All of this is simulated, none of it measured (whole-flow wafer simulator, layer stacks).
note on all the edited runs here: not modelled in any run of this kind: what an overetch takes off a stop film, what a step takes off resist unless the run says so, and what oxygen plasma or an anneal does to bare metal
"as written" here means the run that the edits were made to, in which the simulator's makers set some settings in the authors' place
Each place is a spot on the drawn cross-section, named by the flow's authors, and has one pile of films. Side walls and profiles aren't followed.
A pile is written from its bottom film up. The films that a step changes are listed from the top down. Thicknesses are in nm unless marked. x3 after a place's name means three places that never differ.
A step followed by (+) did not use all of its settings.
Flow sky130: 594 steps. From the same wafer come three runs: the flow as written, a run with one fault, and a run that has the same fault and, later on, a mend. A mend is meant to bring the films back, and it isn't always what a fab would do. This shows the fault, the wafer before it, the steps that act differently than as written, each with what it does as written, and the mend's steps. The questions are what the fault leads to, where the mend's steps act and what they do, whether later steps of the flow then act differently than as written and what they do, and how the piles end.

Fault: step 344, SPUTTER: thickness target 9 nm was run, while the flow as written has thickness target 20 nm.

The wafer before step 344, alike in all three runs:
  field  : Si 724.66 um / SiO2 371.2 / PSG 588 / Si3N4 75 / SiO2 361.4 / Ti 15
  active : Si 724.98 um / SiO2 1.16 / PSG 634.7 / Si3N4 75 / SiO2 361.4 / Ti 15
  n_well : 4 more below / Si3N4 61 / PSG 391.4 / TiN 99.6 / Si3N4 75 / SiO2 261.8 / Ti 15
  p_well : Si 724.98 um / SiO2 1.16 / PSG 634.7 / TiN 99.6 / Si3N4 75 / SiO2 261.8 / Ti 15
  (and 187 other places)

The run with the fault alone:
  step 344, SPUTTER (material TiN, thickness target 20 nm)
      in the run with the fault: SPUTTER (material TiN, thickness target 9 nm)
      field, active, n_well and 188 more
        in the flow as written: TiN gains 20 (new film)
        in the run with the fault: TiN gains 9 (new film)
  Later steps of the flow acting differently than as written (18 other steps are not shown; they differ only slightly, by no more than 2% or 0.5 nm, whichever is larger):
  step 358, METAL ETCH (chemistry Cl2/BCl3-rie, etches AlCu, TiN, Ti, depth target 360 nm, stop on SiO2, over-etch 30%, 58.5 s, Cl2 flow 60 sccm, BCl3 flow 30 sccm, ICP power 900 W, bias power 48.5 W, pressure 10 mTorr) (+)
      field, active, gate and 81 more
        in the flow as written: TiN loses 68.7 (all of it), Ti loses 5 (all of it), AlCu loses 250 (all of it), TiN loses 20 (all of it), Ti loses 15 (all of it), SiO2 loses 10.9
        in the run with the fault: TiN loses 68.7 (all of it), Ti loses 5 (all of it), AlCu loses 250 (all of it), TiN loses 9 (all of it), Ti loses 15 (all of it), SiO2 loses 12
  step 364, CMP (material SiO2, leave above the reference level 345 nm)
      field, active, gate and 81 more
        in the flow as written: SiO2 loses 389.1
        in the run with the fault: SiO2 loses 399
  By the end, the piles at n_well, p_well, gate_hv and 104 more depart from the flow's by more than 2% or 0.5 nm, whichever is larger.
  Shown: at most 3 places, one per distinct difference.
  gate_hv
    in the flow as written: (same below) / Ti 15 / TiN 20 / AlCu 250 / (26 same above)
    in the run with the fault: (same below) / Ti 15 / TiN 9 / AlCu 250 / (26 same above)
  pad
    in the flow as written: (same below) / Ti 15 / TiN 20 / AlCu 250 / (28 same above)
    in the run with the fault: (same below) / Ti 15 / TiN 9 / AlCu 250 / (28 same above)
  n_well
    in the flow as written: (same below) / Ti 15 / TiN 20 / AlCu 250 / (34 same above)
    in the run with the fault: (same below) / Ti 15 / TiN 9 / AlCu 250 / (34 same above)

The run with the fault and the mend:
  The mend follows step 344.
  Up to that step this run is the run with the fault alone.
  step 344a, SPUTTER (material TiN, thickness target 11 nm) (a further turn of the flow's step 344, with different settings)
      field, active, n_well and 188 more
        TiN gains 11
  None of the later steps of the flow acts differently than as written at any place that is followed.
  By the end, the piles equal the flow's at every place that both follow.
